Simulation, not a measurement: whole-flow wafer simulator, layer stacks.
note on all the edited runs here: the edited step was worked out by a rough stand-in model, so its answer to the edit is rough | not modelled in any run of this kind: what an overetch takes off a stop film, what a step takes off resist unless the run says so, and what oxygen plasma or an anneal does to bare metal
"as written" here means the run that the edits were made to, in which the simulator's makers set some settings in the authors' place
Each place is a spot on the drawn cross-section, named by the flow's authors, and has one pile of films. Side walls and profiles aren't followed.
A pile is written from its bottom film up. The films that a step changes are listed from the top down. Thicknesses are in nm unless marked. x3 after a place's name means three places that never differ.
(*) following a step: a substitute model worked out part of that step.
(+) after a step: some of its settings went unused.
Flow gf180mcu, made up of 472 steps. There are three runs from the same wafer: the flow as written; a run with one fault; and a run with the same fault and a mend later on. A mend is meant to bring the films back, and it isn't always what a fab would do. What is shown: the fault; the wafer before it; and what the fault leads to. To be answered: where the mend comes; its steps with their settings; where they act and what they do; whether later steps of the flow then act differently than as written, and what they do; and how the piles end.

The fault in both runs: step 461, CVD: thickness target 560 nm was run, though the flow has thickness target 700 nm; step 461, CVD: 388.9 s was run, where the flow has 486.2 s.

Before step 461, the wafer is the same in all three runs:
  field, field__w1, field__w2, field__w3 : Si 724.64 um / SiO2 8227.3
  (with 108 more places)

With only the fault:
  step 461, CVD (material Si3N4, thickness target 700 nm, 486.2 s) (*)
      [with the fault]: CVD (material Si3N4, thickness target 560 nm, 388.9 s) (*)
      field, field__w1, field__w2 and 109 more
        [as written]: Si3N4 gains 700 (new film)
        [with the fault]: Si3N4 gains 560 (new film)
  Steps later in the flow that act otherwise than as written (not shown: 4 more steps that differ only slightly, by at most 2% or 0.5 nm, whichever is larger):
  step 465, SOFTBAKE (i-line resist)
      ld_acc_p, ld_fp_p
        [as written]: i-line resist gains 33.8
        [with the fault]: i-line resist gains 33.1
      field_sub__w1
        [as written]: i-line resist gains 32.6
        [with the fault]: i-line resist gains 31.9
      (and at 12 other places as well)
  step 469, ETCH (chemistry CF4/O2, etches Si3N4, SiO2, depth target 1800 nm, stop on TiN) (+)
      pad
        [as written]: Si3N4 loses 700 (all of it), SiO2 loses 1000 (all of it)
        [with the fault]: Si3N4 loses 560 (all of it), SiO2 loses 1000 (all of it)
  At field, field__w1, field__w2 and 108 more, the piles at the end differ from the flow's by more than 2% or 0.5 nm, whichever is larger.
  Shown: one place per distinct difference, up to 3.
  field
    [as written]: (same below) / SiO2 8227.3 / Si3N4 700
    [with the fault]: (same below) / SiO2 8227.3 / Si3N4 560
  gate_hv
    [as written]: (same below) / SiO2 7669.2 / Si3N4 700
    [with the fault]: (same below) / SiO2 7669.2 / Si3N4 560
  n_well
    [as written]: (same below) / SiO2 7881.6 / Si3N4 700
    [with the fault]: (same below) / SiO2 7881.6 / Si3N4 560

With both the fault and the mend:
  The mend stands after step 468.
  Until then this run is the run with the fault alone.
  step 468a, STRIP (chemistry O2/N2, power 2160 W, pressure 1700 mTorr) (*)
      iso_ptap_pw, iso_ntap_nw, iso_nw_fld and 33 more
        i-line resist loses 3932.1 (all of it)
      p_well, sti, spacer, sd_n, mim_1p0, dice_street
        i-line resist loses 3938.2 (all of it)
      field__w2, field__w3, field__w6, field__w12
        i-line resist loses 3985.7 (all of it)
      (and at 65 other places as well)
  step 468b, CVD (material Si3N4, thickness target 140 nm, 97.24 s) (*) (a further turn of the flow's step 461, with different settings)
      field, field__w1, field__w2 and 109 more
        Si3N4 gains 140.1
  step 468c, HMDS (120 C, 60 s) (a further turn of the flow's step 463)
      does not change any film at any place that is followed
  step 468d, COAT (i-line resist, thickness 4000 nm) (*) (a further turn of the flow's step 464)
      iso_ptap_pw, iso_ntap_nw, iso_nw_fld and 33 more
        i-line resist gains 4000 (new film)
      field__w5, field__w9, field__w11, field__w13, gate_p_hv, nplus_u
        i-line resist gains 4017 (new film)
      p_well, sti, spacer, sd_n, mim_1p0, dice_street
        i-line resist gains 4006.3 (new film)
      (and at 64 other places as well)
  step 468e, SOFTBAKE (i-line resist) (a further turn of the flow's step 465)
      field__w11, field__w13, mim, ppoly_u
        i-line resist gains 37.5
      ld_fp_p, ld_drift_p, ld_drn_p
        i-line resist gains 33.8
      field__w2, field_sub__w3
        i-line resist gains 33.3
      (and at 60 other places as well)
  step 468f, EXPOSE (photomask Pad) (a further turn of the flow's step 466)
      does not change any film at any place that is followed
  step 468g, PEB (i-line resist, 115 C, 93.9 s) (a further turn of the flow's step 467)
      iso_ptap_pw, iso_ntap_nw, iso_nw_fld and 33 more
        i-line resist loses 67.9
      field, field__w2, field__w3 and 25 more
        i-line resist loses 68.8
      field_sub, field_sub__w1, field_sub__w2 and 23 more
        i-line resist loses 68.7
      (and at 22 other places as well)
  step 468h, DEVELOP (thickness 4000 nm) (*) (a further turn of the flow's step 468)
      field__w7, field__w9, field_sub__w1 and 13 more
        i-line resist loses 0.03
      pad
        i-line resist loses 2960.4 (all of it)
  Later steps of the flow that are run all act as written at every place that is followed, up to a difference of at most 2% or 0.5 nm, whichever is larger.
  When the end is reached, the piles differ only a little from the flow's at the places that both follow, at most by 2% or 0.5 nm, whichever is larger.
